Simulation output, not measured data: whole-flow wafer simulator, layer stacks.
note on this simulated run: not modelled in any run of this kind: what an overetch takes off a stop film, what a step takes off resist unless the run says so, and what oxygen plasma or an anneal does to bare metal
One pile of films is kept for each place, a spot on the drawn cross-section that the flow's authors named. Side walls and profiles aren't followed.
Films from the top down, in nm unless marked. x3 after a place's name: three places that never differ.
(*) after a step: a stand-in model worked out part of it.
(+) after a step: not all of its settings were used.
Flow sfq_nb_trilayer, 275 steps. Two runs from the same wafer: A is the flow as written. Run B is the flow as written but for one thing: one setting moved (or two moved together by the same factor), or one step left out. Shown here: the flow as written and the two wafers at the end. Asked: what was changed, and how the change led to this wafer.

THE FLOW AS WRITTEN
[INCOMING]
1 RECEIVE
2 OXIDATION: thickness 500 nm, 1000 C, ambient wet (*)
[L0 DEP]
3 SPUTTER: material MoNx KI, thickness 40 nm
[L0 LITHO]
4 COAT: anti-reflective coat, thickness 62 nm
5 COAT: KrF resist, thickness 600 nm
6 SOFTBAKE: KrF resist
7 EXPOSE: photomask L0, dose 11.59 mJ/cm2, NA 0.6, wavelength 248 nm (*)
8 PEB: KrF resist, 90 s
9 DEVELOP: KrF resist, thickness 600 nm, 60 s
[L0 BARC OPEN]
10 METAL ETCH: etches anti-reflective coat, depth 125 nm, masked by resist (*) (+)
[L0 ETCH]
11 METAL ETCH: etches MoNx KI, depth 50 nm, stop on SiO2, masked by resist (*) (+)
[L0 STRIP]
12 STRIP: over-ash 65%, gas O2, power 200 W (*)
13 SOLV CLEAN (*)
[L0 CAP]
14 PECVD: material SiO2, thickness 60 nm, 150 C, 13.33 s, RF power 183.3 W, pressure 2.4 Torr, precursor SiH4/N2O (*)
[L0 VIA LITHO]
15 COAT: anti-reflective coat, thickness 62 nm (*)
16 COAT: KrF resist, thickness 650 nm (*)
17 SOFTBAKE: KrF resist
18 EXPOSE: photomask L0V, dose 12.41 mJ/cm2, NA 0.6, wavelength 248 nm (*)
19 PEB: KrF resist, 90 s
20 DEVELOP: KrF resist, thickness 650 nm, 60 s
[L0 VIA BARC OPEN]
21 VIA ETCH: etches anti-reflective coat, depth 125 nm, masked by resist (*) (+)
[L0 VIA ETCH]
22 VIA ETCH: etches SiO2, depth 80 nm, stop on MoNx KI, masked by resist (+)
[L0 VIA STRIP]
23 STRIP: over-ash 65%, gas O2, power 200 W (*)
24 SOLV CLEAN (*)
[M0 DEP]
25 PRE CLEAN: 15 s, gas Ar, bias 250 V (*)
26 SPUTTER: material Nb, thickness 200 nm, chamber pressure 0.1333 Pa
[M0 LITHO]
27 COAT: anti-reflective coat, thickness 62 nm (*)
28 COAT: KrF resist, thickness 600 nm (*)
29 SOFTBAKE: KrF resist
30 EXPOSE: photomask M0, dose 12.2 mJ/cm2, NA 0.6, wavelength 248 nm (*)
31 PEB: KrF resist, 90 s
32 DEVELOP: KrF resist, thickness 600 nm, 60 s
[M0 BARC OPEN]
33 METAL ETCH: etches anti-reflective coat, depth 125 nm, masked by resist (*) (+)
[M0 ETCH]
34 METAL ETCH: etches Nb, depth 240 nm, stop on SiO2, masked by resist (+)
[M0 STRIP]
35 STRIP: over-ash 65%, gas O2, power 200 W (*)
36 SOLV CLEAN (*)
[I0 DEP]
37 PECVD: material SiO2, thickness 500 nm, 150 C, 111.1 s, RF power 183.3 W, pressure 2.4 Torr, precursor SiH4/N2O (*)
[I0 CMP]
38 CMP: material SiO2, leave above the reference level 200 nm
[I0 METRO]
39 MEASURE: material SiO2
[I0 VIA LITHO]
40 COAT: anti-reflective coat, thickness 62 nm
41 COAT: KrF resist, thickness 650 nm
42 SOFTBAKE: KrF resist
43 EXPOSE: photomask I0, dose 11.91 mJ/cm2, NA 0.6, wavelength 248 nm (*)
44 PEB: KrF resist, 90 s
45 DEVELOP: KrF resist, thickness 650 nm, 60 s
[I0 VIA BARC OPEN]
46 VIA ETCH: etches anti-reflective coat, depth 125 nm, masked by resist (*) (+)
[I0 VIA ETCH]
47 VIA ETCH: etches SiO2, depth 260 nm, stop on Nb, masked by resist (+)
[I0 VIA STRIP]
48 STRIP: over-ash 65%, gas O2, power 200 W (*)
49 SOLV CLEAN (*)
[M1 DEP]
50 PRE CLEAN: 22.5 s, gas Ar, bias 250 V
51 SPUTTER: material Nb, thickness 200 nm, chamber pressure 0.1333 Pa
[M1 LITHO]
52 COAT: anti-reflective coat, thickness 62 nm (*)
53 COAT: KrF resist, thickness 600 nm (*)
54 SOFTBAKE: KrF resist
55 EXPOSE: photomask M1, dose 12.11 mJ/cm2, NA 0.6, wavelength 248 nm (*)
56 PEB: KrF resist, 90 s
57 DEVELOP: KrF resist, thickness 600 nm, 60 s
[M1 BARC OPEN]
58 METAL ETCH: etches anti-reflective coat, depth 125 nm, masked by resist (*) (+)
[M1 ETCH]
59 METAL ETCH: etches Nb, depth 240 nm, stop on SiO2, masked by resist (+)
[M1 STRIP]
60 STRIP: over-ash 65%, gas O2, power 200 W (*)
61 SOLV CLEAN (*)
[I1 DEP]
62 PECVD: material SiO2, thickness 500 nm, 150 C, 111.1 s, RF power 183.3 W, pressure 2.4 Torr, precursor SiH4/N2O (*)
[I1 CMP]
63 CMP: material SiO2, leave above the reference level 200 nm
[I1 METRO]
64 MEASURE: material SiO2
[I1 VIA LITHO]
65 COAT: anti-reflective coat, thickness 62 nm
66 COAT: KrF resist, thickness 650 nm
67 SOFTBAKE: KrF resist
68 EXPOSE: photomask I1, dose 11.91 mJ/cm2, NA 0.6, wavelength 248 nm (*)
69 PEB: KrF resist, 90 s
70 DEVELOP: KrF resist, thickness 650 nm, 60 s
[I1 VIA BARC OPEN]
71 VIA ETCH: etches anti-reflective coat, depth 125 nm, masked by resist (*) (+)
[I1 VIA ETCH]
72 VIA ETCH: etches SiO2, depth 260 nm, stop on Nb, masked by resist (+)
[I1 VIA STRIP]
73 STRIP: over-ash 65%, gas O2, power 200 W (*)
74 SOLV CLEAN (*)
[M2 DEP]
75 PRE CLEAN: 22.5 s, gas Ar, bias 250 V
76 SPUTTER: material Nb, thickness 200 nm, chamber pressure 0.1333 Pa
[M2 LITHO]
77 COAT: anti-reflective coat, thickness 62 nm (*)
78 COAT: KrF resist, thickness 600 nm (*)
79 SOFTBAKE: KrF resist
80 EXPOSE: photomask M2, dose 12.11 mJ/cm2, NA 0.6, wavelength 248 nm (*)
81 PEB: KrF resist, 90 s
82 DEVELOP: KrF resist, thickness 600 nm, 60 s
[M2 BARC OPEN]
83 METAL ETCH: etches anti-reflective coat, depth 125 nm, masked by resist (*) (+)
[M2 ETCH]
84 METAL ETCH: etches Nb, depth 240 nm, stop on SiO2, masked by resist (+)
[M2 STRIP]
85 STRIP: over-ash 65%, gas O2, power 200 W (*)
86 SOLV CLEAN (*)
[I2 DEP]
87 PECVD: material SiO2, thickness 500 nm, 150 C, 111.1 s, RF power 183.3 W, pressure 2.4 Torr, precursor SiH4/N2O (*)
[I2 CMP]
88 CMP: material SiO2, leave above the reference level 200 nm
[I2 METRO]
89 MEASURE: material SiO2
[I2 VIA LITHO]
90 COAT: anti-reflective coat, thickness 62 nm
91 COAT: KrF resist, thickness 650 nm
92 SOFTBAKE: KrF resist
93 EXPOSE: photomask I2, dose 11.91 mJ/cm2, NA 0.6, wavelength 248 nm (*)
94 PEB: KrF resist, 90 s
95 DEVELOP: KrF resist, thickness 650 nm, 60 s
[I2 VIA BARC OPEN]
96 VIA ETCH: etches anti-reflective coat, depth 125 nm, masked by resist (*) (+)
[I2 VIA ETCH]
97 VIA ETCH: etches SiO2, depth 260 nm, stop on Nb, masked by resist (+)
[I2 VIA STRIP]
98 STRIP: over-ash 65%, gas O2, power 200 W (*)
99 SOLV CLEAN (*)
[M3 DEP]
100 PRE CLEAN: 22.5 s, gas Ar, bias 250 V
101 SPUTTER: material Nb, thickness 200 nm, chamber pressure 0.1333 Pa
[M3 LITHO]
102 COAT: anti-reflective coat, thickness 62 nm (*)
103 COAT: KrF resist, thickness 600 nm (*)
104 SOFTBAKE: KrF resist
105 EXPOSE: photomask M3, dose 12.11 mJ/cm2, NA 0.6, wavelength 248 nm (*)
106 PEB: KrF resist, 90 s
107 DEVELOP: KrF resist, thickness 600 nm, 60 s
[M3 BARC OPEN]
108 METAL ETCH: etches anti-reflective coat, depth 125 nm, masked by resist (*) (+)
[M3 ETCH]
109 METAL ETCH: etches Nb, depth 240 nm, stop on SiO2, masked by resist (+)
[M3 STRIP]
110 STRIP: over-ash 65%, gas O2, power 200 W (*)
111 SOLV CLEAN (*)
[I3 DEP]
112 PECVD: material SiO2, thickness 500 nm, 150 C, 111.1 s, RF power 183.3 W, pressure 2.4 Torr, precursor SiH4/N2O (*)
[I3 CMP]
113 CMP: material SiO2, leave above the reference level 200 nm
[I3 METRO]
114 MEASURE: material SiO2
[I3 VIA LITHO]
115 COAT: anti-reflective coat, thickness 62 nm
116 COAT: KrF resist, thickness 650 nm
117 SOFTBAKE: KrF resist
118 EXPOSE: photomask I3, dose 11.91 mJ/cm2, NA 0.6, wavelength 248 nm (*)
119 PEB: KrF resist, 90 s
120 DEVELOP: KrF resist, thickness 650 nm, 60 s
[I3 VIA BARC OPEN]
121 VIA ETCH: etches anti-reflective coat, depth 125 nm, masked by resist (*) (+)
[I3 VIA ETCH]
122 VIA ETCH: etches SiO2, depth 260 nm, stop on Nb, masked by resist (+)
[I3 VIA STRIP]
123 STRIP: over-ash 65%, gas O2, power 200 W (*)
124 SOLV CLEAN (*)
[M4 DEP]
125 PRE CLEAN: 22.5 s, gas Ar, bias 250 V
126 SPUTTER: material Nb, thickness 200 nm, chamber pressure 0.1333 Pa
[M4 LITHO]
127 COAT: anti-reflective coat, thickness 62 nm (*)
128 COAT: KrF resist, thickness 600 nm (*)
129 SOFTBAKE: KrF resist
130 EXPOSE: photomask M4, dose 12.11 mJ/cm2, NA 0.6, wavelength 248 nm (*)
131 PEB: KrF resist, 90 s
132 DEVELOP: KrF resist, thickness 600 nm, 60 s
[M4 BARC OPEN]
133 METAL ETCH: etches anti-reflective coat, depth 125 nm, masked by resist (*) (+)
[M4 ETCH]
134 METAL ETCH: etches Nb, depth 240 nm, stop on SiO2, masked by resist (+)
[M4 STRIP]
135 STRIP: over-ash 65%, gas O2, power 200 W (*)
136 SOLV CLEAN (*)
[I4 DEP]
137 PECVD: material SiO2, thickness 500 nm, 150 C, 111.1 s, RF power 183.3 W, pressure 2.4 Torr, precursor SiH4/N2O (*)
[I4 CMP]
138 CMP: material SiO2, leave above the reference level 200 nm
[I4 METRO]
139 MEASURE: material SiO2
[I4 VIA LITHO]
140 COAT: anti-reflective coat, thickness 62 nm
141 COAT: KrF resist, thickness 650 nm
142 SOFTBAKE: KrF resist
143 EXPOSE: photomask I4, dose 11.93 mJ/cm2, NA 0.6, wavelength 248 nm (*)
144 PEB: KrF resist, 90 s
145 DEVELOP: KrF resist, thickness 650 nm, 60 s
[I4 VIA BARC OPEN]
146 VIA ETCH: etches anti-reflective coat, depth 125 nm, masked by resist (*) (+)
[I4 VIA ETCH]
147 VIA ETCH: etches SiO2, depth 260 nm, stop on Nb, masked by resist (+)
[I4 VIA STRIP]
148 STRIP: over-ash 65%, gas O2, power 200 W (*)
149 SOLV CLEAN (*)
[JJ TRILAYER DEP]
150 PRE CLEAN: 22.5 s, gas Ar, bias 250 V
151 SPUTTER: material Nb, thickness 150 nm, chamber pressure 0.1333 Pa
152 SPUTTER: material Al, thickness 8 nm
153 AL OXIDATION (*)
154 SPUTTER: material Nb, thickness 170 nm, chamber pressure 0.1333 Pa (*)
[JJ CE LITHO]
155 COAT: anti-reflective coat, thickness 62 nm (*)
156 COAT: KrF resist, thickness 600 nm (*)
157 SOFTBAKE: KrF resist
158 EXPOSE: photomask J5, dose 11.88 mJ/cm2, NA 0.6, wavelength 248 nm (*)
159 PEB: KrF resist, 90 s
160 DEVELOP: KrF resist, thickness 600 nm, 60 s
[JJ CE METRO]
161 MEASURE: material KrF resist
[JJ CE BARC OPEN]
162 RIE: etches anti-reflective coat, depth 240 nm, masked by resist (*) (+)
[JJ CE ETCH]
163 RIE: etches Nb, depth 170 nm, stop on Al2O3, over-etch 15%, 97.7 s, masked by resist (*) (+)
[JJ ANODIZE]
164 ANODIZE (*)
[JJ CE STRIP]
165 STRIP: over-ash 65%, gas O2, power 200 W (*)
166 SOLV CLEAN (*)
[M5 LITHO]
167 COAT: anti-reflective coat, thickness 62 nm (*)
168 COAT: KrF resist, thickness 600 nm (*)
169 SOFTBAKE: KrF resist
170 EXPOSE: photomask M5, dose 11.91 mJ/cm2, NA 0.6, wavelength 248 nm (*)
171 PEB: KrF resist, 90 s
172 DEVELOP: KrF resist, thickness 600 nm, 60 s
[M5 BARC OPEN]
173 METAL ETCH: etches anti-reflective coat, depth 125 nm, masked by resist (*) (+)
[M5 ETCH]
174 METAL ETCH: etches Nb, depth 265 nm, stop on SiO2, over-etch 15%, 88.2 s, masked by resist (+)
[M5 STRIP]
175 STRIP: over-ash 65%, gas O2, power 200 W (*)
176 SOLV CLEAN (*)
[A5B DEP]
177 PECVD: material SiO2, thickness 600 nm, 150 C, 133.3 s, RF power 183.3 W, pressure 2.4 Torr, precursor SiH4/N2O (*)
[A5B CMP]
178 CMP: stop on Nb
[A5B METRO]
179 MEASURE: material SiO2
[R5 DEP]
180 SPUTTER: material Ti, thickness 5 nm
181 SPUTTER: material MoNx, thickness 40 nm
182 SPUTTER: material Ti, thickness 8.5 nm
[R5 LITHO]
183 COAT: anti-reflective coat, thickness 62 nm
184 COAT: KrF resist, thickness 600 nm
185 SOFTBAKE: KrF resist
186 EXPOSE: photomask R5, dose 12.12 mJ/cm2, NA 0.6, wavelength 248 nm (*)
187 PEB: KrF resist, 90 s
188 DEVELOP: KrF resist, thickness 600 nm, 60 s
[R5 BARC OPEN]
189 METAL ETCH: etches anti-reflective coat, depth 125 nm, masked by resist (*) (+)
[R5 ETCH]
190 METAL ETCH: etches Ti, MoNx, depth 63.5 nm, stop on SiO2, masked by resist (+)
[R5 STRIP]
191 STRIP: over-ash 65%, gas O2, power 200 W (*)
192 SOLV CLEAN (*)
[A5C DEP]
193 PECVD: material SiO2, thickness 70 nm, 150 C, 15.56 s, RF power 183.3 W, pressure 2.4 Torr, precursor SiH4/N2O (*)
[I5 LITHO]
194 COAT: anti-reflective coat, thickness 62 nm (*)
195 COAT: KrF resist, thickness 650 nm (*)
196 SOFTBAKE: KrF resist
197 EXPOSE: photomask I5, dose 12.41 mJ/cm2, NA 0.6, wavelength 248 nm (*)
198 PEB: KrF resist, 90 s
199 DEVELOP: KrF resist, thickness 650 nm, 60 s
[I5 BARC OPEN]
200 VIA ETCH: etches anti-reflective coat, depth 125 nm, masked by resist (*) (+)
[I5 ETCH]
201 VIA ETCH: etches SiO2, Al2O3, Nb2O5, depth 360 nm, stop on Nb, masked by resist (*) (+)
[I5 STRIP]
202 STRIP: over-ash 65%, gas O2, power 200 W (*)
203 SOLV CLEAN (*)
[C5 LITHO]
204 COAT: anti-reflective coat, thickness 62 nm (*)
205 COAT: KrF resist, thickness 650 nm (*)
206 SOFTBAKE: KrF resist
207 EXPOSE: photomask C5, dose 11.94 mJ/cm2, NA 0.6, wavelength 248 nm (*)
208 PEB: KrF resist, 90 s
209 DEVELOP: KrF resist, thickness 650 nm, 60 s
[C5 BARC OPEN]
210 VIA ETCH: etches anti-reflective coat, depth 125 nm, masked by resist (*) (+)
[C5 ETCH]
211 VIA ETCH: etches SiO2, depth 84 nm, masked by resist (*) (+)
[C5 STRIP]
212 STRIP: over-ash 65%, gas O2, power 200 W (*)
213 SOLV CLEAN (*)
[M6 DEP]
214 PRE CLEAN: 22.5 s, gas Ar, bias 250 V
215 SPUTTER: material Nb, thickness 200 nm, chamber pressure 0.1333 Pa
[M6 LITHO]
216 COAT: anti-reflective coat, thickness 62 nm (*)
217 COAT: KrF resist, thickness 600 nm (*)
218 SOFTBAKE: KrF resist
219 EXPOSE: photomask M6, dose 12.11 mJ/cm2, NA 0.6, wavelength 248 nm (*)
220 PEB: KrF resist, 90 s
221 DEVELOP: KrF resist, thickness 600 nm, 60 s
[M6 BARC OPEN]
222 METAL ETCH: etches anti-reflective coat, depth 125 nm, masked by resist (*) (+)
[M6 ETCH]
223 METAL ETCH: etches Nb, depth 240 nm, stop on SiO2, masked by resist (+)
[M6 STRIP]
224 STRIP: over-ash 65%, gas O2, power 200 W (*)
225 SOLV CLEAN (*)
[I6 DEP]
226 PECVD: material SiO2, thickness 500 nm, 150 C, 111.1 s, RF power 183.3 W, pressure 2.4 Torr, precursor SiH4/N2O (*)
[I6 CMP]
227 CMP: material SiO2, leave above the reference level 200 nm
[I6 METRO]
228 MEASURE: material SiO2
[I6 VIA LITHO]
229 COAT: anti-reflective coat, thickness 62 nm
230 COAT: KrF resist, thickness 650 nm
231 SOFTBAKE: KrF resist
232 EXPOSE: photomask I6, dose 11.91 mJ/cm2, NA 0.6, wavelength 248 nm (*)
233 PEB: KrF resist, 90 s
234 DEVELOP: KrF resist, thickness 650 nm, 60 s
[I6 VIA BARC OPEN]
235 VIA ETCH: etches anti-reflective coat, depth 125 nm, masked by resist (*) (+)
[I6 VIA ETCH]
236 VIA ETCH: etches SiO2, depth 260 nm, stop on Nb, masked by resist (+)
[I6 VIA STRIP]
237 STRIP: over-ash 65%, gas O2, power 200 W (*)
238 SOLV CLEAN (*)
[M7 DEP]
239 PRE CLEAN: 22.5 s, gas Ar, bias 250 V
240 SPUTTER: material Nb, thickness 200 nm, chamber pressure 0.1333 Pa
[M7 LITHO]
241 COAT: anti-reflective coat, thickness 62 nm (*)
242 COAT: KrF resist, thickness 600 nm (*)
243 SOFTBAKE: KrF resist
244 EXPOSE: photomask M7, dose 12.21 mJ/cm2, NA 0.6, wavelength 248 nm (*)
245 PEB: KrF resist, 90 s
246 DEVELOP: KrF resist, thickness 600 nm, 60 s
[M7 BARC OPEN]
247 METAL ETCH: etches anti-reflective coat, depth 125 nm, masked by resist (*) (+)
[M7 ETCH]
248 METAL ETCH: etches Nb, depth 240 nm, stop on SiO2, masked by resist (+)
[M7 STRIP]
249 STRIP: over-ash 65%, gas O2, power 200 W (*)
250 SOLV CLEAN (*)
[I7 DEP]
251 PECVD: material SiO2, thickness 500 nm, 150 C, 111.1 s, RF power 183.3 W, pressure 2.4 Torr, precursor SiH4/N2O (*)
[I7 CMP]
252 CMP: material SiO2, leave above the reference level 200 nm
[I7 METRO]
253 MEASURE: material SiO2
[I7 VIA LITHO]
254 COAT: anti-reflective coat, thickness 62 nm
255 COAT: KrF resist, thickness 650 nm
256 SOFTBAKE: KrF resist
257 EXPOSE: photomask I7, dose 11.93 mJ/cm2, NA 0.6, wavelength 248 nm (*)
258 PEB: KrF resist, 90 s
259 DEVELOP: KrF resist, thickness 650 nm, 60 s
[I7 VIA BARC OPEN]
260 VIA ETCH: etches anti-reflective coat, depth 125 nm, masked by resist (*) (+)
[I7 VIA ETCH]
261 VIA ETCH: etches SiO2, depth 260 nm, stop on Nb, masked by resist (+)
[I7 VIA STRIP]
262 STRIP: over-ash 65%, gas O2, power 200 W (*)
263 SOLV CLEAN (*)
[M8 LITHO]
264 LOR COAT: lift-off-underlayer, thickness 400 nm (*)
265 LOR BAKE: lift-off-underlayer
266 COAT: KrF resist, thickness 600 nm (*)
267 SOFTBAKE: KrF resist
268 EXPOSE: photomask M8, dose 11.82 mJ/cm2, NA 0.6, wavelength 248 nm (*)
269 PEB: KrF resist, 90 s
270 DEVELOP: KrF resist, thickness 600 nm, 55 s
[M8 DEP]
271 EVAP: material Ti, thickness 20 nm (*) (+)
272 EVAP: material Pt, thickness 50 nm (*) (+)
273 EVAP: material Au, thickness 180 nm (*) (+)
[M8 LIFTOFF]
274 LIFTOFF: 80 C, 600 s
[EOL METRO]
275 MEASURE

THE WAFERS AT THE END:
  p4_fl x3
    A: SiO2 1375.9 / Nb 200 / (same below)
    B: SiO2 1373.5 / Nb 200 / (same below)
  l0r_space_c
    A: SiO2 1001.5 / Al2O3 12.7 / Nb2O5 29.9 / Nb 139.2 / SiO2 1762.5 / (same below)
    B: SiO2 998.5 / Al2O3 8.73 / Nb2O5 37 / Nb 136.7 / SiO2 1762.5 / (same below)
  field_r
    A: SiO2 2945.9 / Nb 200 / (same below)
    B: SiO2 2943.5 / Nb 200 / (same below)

The cause: step 152, SPUTTER: thickness 5.6 nm was run, where the flow has thickness 8 nm.

How the change led to this, step by step:
  152 SPUTTER: material Al, thickness 8 nm
      field_l, v_sur, via_sp and 100 more: A Al +8 (new film) | B Al +5.6 (new film)
      via_wl, via_wr: A Al +5.14 (new film) | B Al +3.6 (new film)
      (and at 1 more place)
  164 ANODIZE (*)
      field_l, v_sur, via_sp and 96 more: A Al2O3 +12.2, Nb2O5 +29.9 (new film), Al -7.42 (all of it), Nb -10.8 | B Al2O3 +8.28, Nb2O5 +37 (new film), Al -5.02 (all of it), Nb -13.3
      via_wl, via_wr: A Al2O3 +7.52 (new film), Nb2O5 +39.2 (new film), Al -4.56 (all of it), Nb -14.1 | B Al2O3 +4.98 (new film), Nb2O5 +43.7 (new film), Al -3.02 (all of it), Nb -15.7
      (and at 1 more place)
  167 COAT: anti-reflective coat, thickness 62 nm (*)
      ce_r: A anti-reflective coat +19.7 (new film) | B anti-reflective coat +18.3 (new film)
  174 METAL ETCH: etches Nb, depth 265 nm, stop on SiO2, over-etch 15%, 88.2 s, masked by resist (+)
      field_l, r_sur, res and 49 more: A Al2O3 -12.6 (all of it), Nb2O5 -29.9 (all of it), Nb -139.2 (all of it), SiO2 -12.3 | B Al2O3 -8.67 (all of it), Nb2O5 -37 (all of it), Nb -136.7 (all of it), SiO2 -12.2
      wl_a_sl: A Al2O3 -12.6 (all of it), Nb2O5 -29.9 (all of it), Nb -139.2 (all of it), SiO2 -12.3 | B Al2O3 -8.66 (all of it), Nb2O5 -37 (all of it), Nb -136.7 (all of it), SiO2 -12.2
  175 STRIP: over-ash 65%, gas O2, power 200 W (*)
      ce_r: A KrF resist -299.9 (all of it), anti-reflective coat -19.7 (all of it) | B KrF resist -303.2 (all of it), anti-reflective coat -18.3 (all of it)
  201 VIA ETCH: etches SiO2, Al2O3, Nb2O5, depth 360 nm, stop on Nb, masked by resist (*) (+)
      be: A SiO2 -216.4 (all of it), Al2O3 -12.7 (all of it), Nb2O5 -29.9 (all of it) | B SiO2 -213.4 (all of it), Al2O3 -8.73 (all of it), Nb2O5 -37 (all of it)
